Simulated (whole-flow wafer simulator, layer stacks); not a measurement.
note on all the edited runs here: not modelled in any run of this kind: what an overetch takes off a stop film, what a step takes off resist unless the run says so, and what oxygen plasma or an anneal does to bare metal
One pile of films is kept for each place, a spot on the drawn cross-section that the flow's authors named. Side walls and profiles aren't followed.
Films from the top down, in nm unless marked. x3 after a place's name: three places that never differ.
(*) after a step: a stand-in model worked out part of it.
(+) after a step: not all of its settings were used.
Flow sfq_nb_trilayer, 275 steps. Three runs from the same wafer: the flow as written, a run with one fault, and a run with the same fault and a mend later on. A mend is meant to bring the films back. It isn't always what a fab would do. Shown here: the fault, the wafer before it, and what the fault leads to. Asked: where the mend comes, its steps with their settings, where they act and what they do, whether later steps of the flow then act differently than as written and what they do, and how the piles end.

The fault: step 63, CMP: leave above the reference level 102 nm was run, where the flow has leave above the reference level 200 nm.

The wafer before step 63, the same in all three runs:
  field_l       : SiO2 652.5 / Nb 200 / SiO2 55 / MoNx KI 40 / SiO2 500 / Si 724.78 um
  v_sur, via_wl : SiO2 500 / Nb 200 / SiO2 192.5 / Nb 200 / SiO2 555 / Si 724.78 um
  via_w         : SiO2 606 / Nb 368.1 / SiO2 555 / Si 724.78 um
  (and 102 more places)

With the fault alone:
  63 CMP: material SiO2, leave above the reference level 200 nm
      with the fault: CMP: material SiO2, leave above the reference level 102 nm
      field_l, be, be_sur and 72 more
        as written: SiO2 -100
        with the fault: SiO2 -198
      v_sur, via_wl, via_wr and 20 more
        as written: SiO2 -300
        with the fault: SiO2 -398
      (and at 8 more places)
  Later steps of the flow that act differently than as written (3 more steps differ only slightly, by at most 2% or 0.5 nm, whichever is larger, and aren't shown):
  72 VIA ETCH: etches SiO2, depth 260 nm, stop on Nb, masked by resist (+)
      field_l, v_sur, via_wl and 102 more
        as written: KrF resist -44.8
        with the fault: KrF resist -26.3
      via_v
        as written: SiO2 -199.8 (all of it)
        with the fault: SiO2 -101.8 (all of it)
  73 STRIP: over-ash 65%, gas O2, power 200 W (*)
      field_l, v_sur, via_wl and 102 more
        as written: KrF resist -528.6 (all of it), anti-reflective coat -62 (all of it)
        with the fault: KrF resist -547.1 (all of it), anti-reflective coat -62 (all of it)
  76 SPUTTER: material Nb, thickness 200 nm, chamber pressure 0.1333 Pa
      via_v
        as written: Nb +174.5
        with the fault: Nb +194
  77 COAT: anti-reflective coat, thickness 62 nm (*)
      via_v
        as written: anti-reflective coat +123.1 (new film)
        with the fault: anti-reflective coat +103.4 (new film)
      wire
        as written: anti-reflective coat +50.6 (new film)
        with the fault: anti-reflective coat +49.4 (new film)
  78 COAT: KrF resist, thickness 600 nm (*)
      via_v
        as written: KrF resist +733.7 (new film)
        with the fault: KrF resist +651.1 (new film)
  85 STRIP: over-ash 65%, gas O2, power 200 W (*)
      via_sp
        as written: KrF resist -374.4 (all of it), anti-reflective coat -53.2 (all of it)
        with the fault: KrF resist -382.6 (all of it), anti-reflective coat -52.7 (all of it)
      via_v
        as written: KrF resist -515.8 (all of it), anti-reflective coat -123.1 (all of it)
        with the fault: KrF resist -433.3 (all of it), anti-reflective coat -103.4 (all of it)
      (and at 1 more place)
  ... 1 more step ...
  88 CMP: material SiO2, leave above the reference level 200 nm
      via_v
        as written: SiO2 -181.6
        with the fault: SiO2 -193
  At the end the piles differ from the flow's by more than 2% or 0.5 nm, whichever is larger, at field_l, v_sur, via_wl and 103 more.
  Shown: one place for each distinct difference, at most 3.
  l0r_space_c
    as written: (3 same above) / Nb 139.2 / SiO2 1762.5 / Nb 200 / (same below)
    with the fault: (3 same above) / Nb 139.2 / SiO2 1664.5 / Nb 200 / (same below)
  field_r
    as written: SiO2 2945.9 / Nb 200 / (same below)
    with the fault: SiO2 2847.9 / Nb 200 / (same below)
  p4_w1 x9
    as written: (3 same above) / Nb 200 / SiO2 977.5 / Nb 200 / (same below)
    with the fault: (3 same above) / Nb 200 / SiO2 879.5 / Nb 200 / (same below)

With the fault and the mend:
  The mend comes after step 70.
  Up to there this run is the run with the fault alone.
  70a STRIP: over-ash 65%, gas O2, power 200 W (*)
      field_l, v_sur, via_wl and 102 more
        KrF resist -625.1 (all of it), anti-reflective coat -62 (all of it)
      via_v
        anti-reflective coat -62 (all of it)
  70b PECVD: material SiO2, thickness 98 nm, 150 C, 21.78 s, RF power 183.3 W, pressure 2.4 Torr, precursor SiH4/N2O (the flow's step 62 once more, with other settings)
      field_l, v_sur, via_wl and 103 more
        SiO2 +98
  70c COAT: anti-reflective coat, thickness 62 nm (the flow's step 65 once more)
      field_l, v_sur, via_wl and 103 more
        anti-reflective coat +62 (new film)
  70d COAT: KrF resist, thickness 650 nm (the flow's step 66 once more)
      field_l, v_sur, via_wl and 103 more
        KrF resist +650 (new film)
  70e SOFTBAKE: KrF resist (the flow's step 67 once more)
      changes no film at any place that is followed
  70f EXPOSE: photomask I1, dose 11.91 mJ/cm2, NA 0.6, wavelength 248 nm (*) (the flow's step 68 once more)
      changes no film at any place that is followed
  70g PEB: KrF resist, 90 s (the flow's step 69 once more)
      field_l, v_sur, via_wl and 103 more
        KrF resist -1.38
  70h DEVELOP: KrF resist, thickness 650 nm, 60 s (the flow's step 70 once more)
      field_l, v_sur, via_wl and 102 more
        KrF resist -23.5
      via_v
        KrF resist -648.6 (all of it)
  No later step of the flow acts differently than as written at any place that is followed.
  At the end the piles are the same as the flow's at every place that both follow.
